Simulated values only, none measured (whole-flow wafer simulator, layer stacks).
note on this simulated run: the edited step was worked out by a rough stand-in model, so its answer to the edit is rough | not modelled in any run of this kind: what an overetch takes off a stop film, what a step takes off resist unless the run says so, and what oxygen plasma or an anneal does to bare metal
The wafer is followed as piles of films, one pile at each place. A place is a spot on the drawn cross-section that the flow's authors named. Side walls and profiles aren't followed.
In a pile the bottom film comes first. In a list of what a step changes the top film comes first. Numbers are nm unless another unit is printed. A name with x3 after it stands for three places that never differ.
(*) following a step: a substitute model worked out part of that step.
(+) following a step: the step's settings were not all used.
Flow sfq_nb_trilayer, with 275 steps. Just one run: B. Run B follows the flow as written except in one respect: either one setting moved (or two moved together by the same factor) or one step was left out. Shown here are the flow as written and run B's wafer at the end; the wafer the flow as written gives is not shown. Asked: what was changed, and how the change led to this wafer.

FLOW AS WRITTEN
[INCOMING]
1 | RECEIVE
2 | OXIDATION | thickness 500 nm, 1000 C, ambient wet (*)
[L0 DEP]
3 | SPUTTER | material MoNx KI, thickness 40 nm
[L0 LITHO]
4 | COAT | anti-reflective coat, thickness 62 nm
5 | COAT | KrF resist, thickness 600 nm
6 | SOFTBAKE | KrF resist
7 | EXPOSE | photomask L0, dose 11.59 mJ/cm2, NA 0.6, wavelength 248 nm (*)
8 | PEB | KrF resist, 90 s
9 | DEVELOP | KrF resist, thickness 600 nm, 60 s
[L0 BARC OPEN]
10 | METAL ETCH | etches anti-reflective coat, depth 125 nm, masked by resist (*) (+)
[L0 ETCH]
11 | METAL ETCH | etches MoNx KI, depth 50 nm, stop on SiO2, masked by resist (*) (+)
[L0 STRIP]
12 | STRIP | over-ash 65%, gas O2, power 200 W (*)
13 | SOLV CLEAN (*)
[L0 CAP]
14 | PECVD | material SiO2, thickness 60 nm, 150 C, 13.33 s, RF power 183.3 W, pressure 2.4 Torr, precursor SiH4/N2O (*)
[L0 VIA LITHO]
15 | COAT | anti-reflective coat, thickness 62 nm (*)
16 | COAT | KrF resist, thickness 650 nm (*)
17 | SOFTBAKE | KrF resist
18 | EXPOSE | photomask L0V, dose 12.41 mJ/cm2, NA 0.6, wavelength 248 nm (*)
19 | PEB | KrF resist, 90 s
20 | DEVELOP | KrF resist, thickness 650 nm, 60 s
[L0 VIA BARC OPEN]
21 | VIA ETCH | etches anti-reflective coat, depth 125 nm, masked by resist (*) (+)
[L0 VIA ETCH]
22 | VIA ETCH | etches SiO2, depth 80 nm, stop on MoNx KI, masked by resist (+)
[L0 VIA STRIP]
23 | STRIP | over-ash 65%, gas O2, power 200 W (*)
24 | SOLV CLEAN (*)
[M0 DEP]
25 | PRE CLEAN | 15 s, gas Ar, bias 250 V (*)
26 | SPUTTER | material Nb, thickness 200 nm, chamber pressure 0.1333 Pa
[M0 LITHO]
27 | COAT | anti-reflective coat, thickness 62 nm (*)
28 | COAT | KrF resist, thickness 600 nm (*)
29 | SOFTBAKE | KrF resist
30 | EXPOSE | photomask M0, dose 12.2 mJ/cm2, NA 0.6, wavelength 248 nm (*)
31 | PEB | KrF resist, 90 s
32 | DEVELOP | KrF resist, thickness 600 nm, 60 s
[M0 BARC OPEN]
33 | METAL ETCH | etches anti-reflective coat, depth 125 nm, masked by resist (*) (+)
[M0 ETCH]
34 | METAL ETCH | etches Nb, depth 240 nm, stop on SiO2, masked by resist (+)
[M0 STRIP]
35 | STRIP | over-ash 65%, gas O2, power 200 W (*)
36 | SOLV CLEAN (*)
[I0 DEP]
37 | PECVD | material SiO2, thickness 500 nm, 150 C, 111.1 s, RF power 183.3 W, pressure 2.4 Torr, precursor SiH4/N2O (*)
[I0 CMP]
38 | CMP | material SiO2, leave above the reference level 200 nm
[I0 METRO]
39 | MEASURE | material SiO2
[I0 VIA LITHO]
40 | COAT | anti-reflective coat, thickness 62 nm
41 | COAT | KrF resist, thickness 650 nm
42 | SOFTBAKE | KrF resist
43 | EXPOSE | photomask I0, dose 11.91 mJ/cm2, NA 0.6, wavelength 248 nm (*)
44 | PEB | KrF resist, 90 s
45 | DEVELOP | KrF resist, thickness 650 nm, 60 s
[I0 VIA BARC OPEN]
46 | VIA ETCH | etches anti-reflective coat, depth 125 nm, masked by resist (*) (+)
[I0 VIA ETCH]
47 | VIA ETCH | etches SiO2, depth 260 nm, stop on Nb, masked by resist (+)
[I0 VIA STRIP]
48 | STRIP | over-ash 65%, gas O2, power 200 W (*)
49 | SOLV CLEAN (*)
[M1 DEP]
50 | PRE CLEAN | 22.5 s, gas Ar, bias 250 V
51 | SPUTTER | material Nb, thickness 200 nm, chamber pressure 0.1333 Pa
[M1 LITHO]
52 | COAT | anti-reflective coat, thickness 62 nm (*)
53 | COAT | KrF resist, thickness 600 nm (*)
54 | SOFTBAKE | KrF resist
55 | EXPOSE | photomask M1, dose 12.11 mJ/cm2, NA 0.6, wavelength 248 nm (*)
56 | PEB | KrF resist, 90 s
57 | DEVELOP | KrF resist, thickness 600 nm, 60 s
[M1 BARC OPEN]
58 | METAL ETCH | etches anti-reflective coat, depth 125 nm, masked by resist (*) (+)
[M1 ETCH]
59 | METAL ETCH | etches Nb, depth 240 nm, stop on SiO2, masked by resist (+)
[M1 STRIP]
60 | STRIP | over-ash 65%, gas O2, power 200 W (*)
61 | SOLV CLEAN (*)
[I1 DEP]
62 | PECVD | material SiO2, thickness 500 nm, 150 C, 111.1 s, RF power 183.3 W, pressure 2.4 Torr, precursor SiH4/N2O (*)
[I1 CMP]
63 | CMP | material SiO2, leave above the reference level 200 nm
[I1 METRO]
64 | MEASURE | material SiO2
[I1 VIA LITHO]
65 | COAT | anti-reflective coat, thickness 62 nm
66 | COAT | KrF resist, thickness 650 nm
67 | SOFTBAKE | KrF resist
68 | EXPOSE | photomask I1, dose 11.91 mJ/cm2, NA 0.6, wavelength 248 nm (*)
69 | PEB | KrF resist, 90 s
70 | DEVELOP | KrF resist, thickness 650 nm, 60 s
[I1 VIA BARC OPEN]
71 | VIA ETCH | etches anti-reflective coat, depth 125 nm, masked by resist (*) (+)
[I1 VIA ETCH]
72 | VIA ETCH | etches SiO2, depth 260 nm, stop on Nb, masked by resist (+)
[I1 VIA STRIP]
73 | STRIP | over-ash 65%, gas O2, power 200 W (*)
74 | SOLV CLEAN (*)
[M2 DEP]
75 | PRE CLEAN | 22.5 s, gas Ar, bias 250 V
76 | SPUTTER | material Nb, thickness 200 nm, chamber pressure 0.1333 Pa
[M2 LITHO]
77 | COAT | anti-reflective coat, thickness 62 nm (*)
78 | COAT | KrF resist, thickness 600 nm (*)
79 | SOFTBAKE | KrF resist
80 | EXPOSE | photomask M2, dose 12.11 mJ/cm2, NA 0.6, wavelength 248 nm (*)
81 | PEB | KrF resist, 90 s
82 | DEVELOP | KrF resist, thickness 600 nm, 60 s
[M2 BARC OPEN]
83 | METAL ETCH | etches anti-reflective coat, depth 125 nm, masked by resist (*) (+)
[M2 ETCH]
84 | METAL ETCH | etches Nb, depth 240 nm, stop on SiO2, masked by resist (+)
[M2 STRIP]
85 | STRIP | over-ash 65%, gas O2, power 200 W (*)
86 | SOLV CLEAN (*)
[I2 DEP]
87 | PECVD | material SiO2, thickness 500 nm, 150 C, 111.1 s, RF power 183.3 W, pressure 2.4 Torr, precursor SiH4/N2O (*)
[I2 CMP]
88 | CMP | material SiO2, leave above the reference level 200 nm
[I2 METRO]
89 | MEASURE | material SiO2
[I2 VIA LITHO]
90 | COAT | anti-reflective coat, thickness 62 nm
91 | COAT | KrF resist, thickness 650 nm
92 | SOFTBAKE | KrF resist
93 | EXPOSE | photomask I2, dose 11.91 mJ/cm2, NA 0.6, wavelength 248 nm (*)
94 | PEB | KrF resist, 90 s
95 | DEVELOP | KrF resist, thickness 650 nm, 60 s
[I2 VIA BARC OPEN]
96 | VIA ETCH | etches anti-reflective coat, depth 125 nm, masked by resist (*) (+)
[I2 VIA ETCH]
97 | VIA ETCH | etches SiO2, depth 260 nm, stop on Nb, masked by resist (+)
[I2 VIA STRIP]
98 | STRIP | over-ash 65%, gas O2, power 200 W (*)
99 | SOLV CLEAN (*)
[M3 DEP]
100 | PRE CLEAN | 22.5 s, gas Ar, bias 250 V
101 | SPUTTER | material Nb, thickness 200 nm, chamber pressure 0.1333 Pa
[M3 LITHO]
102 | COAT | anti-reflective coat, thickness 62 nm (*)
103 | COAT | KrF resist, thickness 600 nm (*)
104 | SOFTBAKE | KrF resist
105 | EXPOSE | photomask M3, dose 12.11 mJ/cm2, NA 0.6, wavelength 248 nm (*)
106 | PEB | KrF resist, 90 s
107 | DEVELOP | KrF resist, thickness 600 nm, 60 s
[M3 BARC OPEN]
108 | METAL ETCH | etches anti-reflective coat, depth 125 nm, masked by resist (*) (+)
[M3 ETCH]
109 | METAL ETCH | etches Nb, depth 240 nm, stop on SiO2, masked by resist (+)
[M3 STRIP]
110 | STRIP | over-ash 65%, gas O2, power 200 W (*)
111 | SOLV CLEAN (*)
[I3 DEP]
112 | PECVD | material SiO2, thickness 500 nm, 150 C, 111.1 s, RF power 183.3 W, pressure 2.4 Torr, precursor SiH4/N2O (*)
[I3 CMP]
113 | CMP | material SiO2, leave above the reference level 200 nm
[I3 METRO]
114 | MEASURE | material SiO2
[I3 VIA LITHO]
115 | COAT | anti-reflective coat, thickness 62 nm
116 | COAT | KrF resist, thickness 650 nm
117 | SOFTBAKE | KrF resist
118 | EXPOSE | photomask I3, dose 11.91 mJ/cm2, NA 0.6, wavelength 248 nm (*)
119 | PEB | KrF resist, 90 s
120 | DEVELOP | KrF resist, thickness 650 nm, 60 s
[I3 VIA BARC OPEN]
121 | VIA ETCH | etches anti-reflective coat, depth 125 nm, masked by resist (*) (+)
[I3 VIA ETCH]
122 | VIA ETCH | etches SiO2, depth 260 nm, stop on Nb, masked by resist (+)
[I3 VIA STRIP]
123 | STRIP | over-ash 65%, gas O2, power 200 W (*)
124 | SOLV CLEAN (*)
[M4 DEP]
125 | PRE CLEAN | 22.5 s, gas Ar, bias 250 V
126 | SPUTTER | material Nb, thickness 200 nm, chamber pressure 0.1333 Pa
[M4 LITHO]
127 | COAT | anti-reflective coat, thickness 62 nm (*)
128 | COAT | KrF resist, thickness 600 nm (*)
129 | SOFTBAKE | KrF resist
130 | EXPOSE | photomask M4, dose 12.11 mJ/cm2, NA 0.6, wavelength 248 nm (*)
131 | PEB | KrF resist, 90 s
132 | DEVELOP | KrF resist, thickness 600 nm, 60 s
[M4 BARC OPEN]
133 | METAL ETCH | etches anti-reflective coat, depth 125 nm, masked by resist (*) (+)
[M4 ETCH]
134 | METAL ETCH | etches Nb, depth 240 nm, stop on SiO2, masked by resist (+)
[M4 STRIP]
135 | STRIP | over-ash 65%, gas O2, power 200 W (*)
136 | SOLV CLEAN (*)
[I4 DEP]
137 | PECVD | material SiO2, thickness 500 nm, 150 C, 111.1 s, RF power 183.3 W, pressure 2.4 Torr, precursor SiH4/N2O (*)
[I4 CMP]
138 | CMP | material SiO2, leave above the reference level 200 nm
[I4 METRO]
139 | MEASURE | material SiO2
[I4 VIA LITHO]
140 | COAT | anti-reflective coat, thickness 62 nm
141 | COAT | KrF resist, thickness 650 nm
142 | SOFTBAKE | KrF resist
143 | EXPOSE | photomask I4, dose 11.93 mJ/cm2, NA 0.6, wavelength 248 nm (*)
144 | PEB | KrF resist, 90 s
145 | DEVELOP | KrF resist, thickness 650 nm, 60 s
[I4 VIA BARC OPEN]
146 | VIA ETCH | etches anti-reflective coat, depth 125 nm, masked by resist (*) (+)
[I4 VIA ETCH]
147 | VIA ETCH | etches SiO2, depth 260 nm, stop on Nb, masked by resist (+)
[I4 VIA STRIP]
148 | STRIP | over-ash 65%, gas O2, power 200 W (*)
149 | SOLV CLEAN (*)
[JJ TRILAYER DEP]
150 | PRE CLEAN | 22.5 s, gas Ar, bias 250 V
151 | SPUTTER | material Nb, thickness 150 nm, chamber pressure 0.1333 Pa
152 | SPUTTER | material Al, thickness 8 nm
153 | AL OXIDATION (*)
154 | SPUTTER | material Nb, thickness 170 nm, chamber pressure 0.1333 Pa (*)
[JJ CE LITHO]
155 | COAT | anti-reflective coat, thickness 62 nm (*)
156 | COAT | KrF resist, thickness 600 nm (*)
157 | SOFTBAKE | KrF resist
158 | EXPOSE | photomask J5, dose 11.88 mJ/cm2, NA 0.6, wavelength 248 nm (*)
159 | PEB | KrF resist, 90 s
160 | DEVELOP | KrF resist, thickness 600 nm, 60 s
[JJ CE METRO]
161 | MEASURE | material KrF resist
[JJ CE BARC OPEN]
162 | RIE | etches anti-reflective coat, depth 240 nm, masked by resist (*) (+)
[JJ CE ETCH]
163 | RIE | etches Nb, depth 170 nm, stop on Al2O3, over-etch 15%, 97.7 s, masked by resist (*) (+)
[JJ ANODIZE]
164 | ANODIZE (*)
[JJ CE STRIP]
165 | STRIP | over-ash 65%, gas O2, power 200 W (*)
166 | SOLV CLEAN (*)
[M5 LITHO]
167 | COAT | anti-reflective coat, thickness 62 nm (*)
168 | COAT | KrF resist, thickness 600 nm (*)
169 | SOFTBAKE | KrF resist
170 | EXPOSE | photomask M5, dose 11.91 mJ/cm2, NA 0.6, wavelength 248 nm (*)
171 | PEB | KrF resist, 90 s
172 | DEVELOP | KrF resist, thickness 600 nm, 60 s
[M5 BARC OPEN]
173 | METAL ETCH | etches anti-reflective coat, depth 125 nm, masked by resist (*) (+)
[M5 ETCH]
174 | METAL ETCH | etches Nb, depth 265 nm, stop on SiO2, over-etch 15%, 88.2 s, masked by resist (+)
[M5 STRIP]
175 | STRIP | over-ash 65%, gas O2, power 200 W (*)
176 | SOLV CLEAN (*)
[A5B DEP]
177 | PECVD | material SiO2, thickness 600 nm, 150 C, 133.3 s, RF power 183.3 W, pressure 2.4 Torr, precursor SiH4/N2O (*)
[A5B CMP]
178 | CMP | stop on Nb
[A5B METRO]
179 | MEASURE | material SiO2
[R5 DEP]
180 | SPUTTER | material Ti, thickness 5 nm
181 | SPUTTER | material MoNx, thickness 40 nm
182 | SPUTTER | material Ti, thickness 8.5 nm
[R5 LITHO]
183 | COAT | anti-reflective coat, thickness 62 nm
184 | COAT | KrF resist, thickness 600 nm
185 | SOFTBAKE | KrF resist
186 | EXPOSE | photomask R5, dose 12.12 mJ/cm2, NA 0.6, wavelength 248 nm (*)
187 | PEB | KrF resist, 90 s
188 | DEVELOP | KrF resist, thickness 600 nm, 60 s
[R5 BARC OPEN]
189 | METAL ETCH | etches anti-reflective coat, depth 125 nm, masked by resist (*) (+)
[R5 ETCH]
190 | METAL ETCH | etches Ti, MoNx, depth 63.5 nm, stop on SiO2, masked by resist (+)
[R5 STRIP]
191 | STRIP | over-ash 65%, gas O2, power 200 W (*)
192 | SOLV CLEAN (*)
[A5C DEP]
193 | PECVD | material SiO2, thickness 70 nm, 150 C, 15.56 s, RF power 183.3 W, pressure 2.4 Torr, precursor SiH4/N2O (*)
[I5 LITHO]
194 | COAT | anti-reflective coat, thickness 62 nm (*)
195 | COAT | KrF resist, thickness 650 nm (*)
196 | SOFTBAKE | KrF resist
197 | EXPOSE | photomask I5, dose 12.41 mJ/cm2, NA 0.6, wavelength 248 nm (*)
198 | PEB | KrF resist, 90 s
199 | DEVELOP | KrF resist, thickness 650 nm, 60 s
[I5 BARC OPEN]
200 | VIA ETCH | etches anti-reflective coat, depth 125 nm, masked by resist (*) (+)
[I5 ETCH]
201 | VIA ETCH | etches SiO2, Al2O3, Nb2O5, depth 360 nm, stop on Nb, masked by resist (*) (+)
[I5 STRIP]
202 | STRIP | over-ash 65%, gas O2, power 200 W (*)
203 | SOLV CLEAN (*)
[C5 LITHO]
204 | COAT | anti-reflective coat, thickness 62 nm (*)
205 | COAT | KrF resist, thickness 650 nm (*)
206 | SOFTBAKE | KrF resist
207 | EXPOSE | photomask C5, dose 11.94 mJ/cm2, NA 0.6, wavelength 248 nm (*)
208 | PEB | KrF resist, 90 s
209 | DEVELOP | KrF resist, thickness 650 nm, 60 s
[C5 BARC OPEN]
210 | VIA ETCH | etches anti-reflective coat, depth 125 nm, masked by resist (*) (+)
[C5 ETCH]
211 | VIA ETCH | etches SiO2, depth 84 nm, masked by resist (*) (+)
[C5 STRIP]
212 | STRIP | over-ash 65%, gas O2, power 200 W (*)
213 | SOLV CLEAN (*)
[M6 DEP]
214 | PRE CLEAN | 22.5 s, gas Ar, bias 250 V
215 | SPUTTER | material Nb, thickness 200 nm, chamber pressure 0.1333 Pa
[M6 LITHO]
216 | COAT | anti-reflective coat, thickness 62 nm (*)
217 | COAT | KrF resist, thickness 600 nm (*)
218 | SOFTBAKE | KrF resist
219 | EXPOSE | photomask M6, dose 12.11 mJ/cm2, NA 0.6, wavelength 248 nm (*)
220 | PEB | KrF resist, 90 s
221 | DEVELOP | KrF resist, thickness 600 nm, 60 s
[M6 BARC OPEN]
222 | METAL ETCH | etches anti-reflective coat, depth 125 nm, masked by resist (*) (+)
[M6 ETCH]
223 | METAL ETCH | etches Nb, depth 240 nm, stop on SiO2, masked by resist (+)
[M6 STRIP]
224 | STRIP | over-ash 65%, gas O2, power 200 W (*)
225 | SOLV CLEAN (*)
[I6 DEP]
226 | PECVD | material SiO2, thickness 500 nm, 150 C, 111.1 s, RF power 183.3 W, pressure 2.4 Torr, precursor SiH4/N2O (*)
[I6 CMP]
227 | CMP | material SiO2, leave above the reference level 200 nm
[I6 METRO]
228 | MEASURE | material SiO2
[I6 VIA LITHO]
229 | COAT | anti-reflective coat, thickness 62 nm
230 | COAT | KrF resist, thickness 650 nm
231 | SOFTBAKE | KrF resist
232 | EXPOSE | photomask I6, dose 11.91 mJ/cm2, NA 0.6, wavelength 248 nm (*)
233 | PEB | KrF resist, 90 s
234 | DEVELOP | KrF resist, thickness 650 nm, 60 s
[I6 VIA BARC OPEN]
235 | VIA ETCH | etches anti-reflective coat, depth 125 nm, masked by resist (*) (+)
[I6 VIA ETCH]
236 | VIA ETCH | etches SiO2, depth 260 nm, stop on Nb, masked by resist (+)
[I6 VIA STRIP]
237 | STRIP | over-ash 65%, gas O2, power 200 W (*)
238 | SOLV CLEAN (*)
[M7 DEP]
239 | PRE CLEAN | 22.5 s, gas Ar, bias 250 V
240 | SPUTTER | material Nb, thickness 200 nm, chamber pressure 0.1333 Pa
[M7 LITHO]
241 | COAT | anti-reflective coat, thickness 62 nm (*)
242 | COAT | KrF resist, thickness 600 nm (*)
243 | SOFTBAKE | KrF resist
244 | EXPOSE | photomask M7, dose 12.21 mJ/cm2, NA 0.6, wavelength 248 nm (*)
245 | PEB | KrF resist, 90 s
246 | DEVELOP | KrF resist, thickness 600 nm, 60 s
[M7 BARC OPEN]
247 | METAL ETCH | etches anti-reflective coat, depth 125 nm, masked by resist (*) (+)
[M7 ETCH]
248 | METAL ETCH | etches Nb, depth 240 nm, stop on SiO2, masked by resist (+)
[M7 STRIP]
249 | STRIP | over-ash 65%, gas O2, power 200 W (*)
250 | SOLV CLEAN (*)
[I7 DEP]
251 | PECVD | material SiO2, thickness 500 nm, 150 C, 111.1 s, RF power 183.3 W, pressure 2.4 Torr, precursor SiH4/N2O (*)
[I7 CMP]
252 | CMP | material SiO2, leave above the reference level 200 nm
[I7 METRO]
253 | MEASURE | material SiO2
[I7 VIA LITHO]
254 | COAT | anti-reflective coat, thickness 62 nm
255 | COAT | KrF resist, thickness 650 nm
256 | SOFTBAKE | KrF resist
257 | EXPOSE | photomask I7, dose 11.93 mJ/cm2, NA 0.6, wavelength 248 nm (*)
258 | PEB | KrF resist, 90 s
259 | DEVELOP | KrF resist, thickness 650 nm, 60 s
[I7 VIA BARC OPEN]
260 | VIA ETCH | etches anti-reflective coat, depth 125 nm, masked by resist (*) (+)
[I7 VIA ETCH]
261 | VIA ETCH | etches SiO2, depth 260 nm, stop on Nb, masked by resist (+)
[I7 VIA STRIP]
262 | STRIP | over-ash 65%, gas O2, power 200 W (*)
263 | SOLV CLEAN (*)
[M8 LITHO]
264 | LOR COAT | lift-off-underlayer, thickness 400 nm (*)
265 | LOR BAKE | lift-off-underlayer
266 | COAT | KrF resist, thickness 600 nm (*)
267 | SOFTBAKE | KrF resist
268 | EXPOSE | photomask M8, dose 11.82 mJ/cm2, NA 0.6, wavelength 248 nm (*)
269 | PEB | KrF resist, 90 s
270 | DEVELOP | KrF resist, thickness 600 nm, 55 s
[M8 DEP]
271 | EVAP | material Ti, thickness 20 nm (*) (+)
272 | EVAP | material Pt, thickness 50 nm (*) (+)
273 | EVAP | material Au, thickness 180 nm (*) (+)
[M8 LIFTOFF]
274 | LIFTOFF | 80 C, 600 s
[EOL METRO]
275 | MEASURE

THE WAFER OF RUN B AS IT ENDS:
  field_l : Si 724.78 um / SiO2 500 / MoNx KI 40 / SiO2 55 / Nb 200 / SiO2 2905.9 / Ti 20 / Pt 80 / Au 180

Cause: step 272, EVAP: thickness 80 nm was run, though the flow has thickness 50 nm.
The wafer lets one read it off: field_l has Pt 80, and step 272 as written asks for 50 nm.

How this came from the change, step by step:
  272 | EVAP | material Pt, thickness 50 nm (*) (+)
      field_l, v_sur, via_wl and 103 more: +80 Pt (new film) (as written it would have been: +50 Pt (new film))
  274 | LIFTOFF | 80 C, 600 s
      p4_fl x3, p4_w1 x9, p4_g1 x2 and 60 more: -180 Au (all of it), -80 Pt (all of it), -20 Ti (all of it), -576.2 KrF resist (all of it), -400 lift-off-underlayer (all of it) (as written it would have been: -180 Au (all of it), -50 Pt (all of it), -20 Ti (all of it), -576.2 KrF resist (all of it), -400 lift-off-underlayer (all of it))
      c5j, ce_r: -180 Au (all of it), -80 Pt (all of it), -20 Ti (all of it), -573.3 KrF resist (all of it), -399.3 lift-off-underlayer (all of it) (as written it would have been: -180 Au (all of it), -50 Pt (all of it), -20 Ti (all of it), -573.3 KrF resist (all of it), -399.3 lift-off-underlayer (all of it))
      (as well as at 19 more places)
